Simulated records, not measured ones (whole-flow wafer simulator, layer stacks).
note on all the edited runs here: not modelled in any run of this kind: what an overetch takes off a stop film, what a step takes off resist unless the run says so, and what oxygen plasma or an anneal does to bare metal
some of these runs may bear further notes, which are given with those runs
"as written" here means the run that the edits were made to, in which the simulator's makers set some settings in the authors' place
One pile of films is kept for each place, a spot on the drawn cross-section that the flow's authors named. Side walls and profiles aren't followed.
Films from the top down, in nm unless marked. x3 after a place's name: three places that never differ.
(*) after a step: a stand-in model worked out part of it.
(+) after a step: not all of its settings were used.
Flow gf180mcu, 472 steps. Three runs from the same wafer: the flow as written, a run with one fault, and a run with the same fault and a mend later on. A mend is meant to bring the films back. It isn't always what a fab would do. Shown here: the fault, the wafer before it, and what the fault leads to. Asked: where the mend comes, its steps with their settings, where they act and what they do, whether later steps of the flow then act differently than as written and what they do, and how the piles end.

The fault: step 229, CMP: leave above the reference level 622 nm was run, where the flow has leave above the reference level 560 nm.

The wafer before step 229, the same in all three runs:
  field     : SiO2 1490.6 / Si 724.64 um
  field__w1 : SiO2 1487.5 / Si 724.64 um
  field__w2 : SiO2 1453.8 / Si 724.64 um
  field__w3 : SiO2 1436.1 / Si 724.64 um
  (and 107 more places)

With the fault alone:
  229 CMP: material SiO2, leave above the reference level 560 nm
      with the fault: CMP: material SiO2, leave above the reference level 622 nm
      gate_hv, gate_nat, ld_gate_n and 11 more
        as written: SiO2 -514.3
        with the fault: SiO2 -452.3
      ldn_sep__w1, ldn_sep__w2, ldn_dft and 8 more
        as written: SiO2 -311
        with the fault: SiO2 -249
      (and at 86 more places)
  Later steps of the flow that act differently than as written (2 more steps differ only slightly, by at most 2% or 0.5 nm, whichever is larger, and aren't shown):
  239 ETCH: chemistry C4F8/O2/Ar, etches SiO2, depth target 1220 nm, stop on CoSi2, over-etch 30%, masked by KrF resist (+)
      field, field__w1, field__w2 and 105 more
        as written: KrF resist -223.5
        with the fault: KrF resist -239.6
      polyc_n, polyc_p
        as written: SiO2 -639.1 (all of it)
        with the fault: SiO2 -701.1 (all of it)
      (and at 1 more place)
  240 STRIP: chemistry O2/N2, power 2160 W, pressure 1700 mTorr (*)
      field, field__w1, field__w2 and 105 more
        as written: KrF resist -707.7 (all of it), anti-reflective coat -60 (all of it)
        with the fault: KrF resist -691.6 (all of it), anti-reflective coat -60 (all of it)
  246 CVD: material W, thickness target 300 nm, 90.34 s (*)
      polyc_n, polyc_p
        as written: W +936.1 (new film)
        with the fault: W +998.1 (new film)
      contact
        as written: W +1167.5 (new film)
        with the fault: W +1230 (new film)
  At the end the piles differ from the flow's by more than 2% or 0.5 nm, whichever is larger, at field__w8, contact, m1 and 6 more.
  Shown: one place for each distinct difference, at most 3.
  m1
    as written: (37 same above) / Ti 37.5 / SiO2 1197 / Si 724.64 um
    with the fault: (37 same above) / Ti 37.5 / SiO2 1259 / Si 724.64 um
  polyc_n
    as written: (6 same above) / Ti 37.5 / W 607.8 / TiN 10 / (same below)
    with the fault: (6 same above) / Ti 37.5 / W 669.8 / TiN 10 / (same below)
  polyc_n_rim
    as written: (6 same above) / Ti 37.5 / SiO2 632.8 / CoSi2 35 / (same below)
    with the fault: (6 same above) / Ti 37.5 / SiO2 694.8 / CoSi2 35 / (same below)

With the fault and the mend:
  The mend comes after step 237.
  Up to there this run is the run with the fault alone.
  237a STRIP: chemistry O2/N2, power 2160 W, pressure 1700 mTorr (*)
      field, field__w1, field__w2 and 105 more
        KrF resist -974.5 (all of it), anti-reflective coat -60 (all of it)
      contact, polyc_n, polyc_p
        anti-reflective coat -60 (all of it)
  237b CMP: material SiO2, leave above the reference level 560 nm (the flow's step 229 once more)
      field, field__w1, field__w2 and 108 more
        SiO2 -62
  237c HMDS: 120 C, 60 s (the flow's step 231 once more)
      changes no film at any place that is followed
  237d COAT: anti-reflective coat, thickness 60 nm, 182 C, 71 s (the flow's step 232 once more)
      field, field__w1, field__w2 and 108 more
        anti-reflective coat +60 (new film)
  237e COAT: KrF resist, thickness 1000 nm (the flow's step 233 once more)
      field, field__w1, field__w2 and 108 more
        KrF resist +1000 (new film)
  237f SOFTBAKE: KrF resist (the flow's step 234 once more)
      changes no film at any place that is followed
  237g EXPOSE: photomask Contact (the flow's step 235 once more)
      changes no film at any place that is followed
  237h PEB: KrF resist, 135 C, 90 s (the flow's step 236 once more)
      field, field__w1, field__w2 and 108 more
        KrF resist -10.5
  237i DEVELOP: KrF resist, thickness 1000 nm, 60 s (the flow's step 237 once more)
      field, field__w1, field__w2 and 105 more
        KrF resist -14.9
      contact, polyc_n, polyc_p
        KrF resist -989.5 (all of it)
  No later step of the flow acts differently than as written at any place that is followed.
  At the end the piles are the same as the flow's at every place that both follow.
